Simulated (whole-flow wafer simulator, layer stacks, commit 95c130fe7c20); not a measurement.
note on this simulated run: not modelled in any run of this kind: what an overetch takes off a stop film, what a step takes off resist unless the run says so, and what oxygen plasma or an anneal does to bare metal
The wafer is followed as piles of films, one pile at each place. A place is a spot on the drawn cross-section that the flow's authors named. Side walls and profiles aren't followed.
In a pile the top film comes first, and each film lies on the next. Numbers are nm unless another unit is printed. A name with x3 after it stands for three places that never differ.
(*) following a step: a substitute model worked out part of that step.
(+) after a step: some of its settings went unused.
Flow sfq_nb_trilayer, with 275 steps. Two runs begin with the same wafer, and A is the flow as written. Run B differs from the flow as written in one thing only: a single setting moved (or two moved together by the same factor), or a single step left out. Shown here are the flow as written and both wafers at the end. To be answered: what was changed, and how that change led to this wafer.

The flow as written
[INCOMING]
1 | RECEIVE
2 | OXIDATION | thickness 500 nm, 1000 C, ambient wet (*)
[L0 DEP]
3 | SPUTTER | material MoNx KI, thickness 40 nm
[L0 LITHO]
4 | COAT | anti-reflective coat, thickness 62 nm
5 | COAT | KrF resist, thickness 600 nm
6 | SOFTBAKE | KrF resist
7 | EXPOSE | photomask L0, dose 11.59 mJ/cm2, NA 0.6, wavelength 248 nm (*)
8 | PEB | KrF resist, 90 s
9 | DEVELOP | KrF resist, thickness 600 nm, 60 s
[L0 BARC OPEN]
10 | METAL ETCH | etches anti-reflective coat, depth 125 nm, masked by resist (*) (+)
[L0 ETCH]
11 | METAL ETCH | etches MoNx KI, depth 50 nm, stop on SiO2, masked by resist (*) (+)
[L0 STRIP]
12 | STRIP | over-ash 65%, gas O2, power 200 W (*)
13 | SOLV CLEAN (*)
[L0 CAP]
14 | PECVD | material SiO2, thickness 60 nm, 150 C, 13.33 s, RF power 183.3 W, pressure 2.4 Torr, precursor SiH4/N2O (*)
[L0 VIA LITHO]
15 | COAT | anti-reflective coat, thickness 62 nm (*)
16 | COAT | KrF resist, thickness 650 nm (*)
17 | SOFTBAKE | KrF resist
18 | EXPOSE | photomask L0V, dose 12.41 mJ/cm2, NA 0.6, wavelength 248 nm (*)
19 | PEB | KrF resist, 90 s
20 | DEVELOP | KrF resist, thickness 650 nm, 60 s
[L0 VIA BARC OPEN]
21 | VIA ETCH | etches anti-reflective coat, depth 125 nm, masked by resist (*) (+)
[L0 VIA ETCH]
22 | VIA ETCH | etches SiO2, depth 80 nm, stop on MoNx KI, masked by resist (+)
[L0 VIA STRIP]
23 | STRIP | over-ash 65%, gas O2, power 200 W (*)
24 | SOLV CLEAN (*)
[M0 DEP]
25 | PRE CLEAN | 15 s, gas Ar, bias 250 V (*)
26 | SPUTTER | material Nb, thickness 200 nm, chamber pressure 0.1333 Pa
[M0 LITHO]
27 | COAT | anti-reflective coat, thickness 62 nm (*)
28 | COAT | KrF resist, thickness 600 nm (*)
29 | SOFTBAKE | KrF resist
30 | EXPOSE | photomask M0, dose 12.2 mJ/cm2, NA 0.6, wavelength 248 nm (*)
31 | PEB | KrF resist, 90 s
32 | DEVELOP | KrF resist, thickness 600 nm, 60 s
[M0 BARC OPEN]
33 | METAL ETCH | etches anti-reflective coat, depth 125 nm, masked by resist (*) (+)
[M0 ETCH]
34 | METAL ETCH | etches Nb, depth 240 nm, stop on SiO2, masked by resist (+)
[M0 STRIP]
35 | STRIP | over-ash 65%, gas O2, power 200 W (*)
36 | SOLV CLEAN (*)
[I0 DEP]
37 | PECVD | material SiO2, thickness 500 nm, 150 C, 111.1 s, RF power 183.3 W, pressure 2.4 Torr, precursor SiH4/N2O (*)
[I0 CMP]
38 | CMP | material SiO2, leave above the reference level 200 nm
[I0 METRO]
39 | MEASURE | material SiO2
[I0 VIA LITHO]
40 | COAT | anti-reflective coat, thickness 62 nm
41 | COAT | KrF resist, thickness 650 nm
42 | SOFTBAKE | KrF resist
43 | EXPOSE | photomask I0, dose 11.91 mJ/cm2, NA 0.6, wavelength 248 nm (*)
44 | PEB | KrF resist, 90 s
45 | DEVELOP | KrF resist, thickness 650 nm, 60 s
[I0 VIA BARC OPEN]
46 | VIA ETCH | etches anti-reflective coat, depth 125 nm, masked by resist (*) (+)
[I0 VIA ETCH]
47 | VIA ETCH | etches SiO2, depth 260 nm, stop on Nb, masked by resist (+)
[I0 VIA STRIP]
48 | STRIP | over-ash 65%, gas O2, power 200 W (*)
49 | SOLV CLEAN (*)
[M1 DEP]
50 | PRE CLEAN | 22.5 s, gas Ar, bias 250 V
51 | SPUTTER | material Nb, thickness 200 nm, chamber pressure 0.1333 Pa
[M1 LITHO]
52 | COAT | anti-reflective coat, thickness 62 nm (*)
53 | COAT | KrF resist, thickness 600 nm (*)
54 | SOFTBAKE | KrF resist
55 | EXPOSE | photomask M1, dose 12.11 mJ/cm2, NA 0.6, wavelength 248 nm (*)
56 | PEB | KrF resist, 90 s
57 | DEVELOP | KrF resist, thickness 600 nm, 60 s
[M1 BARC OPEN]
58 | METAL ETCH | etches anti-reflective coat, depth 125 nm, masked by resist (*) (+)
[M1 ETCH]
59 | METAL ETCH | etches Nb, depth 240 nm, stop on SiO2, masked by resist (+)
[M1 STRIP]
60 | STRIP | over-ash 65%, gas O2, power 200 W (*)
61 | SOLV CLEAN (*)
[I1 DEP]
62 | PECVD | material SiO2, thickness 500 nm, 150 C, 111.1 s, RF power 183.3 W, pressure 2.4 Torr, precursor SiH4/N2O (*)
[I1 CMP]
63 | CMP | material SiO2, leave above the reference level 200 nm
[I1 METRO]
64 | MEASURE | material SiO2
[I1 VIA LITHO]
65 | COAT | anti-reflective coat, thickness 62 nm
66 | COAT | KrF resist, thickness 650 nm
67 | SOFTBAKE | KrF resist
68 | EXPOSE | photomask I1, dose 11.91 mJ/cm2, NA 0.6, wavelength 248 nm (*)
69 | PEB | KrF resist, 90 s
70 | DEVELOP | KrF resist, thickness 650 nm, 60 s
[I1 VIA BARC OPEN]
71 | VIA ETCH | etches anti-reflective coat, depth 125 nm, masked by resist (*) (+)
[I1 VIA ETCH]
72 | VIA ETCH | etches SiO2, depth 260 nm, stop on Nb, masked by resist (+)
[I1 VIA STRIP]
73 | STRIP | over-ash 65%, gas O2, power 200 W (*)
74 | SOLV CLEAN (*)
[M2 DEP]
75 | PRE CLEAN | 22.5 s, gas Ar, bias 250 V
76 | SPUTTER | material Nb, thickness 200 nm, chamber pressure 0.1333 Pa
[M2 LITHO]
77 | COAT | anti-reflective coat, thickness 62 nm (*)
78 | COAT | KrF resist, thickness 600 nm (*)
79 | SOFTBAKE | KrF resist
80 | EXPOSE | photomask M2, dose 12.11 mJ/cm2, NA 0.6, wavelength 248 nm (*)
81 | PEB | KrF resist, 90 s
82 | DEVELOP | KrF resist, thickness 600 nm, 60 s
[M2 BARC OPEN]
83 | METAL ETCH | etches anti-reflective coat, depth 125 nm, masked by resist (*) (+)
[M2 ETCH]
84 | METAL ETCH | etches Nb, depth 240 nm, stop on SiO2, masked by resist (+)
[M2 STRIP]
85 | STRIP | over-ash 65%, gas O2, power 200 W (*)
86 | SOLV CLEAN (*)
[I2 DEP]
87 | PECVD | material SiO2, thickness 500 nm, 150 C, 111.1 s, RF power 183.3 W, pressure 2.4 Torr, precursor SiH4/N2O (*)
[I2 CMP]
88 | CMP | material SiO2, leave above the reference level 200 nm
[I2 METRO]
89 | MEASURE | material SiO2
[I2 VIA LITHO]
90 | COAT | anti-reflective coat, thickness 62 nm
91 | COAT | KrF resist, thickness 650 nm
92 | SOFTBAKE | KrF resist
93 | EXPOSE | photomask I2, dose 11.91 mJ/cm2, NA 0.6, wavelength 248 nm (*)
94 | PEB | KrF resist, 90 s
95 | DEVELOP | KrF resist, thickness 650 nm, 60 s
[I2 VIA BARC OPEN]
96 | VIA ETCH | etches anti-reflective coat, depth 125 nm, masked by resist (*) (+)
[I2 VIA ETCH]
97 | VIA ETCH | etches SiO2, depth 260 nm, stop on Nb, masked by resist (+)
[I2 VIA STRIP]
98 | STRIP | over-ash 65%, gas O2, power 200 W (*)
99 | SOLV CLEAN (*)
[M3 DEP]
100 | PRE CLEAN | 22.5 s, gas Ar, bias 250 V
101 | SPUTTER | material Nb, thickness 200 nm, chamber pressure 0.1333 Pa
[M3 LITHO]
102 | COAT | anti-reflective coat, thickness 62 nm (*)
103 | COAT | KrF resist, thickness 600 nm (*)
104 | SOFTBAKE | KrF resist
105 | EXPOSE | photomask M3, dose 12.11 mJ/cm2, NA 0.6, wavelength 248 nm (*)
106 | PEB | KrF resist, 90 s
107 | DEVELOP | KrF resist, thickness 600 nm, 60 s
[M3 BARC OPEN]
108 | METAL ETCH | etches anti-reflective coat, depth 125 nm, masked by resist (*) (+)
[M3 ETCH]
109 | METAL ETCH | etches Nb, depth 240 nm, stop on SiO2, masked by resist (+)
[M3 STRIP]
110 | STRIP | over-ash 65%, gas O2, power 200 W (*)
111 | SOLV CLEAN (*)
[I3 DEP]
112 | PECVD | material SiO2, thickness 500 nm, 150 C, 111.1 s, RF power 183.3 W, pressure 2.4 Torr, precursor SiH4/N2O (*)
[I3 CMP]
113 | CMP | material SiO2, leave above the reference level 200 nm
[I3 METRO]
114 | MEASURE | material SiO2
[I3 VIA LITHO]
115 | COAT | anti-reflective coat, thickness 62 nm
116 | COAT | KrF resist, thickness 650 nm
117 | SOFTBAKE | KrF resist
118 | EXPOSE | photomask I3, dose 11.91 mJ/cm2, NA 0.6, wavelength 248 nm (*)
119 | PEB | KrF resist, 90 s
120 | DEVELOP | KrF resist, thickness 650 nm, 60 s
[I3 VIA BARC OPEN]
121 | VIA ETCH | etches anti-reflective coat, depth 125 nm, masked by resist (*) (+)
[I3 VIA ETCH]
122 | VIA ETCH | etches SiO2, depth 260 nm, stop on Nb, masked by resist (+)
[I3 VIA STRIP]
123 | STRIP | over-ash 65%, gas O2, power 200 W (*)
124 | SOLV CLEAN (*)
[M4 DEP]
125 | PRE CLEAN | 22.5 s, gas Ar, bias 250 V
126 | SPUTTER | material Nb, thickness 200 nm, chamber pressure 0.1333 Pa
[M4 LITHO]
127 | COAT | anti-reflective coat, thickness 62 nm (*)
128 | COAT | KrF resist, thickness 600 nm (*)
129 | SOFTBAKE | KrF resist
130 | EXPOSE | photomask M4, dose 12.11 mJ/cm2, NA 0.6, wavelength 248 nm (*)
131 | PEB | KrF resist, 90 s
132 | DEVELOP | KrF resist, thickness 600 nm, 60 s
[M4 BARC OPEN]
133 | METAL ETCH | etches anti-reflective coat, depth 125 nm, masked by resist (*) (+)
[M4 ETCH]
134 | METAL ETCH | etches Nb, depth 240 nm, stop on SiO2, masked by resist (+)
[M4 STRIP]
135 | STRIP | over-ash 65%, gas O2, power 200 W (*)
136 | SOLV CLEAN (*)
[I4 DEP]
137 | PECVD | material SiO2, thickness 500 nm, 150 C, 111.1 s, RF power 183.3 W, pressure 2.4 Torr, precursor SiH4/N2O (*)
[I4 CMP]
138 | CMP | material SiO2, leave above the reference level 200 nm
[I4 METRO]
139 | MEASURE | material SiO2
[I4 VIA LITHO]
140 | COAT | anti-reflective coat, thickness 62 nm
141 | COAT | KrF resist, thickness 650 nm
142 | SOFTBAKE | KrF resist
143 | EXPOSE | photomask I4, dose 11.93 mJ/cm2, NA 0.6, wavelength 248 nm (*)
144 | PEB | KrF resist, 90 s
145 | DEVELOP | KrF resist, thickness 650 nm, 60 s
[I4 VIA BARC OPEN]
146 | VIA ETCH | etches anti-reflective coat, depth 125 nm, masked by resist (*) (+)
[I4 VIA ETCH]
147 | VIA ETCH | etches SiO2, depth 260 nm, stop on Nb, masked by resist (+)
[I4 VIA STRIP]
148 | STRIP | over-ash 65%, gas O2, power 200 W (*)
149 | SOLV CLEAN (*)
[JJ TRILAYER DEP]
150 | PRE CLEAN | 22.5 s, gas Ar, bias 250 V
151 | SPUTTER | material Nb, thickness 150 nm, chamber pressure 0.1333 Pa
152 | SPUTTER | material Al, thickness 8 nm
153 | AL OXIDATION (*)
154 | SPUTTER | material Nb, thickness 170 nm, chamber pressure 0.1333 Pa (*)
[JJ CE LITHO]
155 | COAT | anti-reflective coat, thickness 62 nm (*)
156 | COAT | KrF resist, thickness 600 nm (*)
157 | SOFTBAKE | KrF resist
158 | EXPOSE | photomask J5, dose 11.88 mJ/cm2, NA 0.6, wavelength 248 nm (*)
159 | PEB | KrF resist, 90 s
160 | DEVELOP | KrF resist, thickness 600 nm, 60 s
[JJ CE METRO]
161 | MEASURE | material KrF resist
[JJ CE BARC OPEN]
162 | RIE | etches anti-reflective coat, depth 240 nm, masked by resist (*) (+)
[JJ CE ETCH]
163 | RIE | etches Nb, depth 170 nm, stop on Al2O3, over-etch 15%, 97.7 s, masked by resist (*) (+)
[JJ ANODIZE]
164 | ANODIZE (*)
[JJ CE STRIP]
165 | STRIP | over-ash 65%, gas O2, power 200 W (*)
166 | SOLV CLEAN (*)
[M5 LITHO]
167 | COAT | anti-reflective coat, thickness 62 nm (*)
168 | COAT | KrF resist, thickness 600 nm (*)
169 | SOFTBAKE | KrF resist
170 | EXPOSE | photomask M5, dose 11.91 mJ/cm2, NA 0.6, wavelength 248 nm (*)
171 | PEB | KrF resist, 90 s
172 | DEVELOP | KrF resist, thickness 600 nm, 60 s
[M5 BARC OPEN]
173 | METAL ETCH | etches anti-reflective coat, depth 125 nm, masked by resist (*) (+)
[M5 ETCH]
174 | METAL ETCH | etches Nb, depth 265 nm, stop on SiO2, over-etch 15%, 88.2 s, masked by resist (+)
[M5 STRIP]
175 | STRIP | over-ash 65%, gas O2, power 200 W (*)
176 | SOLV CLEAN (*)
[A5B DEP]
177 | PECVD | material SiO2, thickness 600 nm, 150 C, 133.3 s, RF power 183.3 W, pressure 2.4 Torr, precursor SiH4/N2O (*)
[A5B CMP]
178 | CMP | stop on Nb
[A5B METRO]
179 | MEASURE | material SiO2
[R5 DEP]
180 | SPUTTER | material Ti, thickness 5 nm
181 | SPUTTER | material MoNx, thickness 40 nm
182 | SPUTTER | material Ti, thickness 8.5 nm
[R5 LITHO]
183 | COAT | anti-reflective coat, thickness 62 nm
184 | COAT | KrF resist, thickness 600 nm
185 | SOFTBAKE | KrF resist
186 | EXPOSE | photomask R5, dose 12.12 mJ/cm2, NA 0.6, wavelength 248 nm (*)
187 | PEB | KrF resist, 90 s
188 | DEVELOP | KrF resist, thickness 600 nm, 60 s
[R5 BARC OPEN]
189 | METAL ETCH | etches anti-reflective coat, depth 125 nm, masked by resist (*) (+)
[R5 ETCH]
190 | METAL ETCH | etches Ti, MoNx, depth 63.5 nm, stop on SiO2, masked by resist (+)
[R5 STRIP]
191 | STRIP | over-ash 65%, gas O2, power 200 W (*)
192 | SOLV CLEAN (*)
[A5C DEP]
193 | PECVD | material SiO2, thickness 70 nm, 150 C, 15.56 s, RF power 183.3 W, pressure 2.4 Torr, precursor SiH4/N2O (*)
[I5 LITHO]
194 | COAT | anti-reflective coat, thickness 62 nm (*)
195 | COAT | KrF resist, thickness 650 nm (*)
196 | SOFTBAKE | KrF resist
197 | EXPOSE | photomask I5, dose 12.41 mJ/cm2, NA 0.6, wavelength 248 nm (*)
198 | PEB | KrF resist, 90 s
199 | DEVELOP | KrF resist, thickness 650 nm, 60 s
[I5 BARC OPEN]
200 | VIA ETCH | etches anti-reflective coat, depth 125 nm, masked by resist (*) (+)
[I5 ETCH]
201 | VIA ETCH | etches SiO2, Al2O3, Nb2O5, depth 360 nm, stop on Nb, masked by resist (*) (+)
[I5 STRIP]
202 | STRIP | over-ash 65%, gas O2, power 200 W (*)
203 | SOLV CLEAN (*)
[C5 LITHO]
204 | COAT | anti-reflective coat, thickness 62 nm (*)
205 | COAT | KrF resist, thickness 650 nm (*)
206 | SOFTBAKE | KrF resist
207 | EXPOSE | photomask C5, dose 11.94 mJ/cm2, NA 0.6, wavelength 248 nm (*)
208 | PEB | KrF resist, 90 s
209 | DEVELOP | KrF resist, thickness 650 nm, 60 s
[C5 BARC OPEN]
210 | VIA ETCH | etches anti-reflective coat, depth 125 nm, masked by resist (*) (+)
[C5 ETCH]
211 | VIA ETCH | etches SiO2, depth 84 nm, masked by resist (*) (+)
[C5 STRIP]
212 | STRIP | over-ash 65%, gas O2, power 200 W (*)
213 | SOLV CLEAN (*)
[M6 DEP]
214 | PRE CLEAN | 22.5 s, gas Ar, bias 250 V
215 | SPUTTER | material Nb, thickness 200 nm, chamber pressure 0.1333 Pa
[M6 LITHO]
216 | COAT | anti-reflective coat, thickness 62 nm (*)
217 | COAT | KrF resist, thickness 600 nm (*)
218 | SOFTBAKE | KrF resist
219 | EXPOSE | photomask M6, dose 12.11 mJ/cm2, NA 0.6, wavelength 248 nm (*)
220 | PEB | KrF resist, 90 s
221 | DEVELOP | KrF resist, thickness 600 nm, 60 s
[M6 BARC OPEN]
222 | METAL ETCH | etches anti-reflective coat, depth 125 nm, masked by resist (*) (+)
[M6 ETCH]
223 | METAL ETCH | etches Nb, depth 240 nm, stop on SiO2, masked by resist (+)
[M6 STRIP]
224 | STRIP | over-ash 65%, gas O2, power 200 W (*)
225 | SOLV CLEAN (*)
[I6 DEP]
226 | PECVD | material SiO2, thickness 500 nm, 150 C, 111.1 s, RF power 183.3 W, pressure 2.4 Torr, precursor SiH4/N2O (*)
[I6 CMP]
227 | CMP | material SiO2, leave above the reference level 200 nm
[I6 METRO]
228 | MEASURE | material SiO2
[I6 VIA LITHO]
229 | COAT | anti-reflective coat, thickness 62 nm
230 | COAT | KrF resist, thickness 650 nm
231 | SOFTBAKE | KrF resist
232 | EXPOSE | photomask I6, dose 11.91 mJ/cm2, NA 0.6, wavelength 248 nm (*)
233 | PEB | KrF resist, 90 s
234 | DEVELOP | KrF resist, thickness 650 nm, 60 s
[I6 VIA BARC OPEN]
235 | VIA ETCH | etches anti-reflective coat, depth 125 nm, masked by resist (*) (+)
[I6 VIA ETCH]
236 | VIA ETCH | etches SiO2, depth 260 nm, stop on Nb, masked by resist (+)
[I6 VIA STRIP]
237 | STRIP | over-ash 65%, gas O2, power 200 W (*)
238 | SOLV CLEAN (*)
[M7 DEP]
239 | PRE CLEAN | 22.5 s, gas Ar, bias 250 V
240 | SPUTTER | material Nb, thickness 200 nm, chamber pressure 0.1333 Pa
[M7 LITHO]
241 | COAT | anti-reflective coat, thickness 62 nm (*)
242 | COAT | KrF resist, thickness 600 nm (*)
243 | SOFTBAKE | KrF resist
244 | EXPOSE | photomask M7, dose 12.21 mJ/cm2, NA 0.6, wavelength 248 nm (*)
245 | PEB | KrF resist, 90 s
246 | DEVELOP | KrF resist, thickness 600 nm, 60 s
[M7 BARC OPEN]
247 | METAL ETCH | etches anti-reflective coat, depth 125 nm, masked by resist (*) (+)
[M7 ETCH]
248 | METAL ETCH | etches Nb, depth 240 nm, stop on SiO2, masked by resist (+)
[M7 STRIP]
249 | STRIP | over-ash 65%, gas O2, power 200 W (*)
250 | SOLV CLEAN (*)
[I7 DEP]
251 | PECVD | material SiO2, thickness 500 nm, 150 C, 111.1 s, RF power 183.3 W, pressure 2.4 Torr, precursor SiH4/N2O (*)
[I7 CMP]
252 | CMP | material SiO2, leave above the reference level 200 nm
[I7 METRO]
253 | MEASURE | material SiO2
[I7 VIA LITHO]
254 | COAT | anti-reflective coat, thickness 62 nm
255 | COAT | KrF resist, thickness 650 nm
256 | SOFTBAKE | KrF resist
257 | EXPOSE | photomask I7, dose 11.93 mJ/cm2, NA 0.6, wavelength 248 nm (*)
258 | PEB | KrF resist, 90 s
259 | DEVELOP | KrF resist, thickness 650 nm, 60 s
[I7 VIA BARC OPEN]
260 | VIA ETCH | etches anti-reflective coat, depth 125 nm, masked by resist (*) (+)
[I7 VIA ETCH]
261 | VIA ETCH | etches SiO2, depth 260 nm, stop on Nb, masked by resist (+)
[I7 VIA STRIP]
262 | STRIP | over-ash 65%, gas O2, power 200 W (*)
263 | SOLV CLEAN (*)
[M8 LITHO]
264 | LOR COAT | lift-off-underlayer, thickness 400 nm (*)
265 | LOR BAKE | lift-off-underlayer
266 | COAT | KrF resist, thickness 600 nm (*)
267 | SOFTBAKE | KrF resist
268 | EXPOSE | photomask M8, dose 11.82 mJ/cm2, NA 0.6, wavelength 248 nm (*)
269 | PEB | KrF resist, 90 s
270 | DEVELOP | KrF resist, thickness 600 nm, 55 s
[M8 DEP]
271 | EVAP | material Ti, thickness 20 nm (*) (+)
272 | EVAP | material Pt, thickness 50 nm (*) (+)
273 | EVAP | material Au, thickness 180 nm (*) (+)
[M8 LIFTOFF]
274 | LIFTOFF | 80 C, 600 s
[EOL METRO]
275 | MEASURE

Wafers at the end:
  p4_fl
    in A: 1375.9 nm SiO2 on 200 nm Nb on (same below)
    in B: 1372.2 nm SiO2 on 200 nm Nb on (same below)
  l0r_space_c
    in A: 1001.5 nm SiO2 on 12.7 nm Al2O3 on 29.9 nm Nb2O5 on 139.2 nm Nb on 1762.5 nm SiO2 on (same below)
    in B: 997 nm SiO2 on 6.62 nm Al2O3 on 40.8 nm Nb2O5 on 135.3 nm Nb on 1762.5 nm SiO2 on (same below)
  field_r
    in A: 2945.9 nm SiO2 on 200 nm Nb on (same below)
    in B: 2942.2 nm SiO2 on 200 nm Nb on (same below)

What caused this: step 152, SPUTTER: thickness 4.32 nm was run, whereas the flow has thickness 8 nm.

The path from the change to this, step by step:
  152 | SPUTTER | material Al, thickness 8 nm
      field_l, v_sur, via_sp and 100 more: A +8 Al (new film) | B +4.32 Al (new film)
      via_wl, via_wr: A +5.14 Al (new film) | B +2.77 Al (new film)
      (also at 1 further place)
  155 | COAT | anti-reflective coat, thickness 62 nm (*)
      via_wl, via_wr: A +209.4 anti-reflective coat (new film) | B +204.7 anti-reflective coat (new film)
  162 | RIE | etches anti-reflective coat, depth 240 nm, masked by resist (*) (+)
      ce_l, c5j, ce_r, wl_jj: A -209.4 KrF resist | B -204.7 KrF resist
      via_wl, via_wr: A -209.4 anti-reflective coat (all of it) | B -204.7 anti-reflective coat (all of it)
  164 | ANODIZE (*)
      field_l, v_sur, via_sp and 96 more: A +12.2 Al2O3, +29.9 Nb2O5 (new film), -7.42 Al (all of it), -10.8 Nb | B +6.17 Al2O3, +40.8 Nb2O5 (new film), -3.74 Al (all of it), -14.7 Nb
      via_wl, via_wr: A +7.52 Al2O3 (new film), +39.2 Nb2O5 (new film), -4.56 Al (all of it), -14.1 Nb | B +3.62 Al2O3 (new film), +46.2 Nb2O5 (new film), -2.19 Al (all of it), -16.6 Nb
      (also at 1 further place)
  174 | METAL ETCH | etches Nb, depth 265 nm, stop on SiO2, over-etch 15%, 88.2 s, masked by resist (+)
      r_sur, res, r_end and 48 more: A -12.6 Al2O3 (all of it), -29.9 Nb2O5 (all of it), -139.2 Nb (all of it), -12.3 SiO2 | B -6.56 Al2O3 (all of it), -40.8 Nb2O5 (all of it), -135.3 Nb (all of it), -12.2 SiO2
      field_l, wl_a_sl: A -12.6 Al2O3 (all of it), -29.9 Nb2O5 (all of it), -139.2 Nb (all of it), -12.3 SiO2 | B -6.55 Al2O3 (all of it), -40.8 Nb2O5 (all of it), -135.3 Nb (all of it), -12.2 SiO2
  201 | VIA ETCH | etches SiO2, Al2O3, Nb2O5, depth 360 nm, stop on Nb, masked by resist (*) (+)
      be: A -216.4 SiO2 (all of it), -12.7 Al2O3 (all of it), -29.9 Nb2O5 (all of it) | B -211.8 SiO2 (all of it), -6.62 Al2O3 (all of it), -40.8 Nb2O5 (all of it)
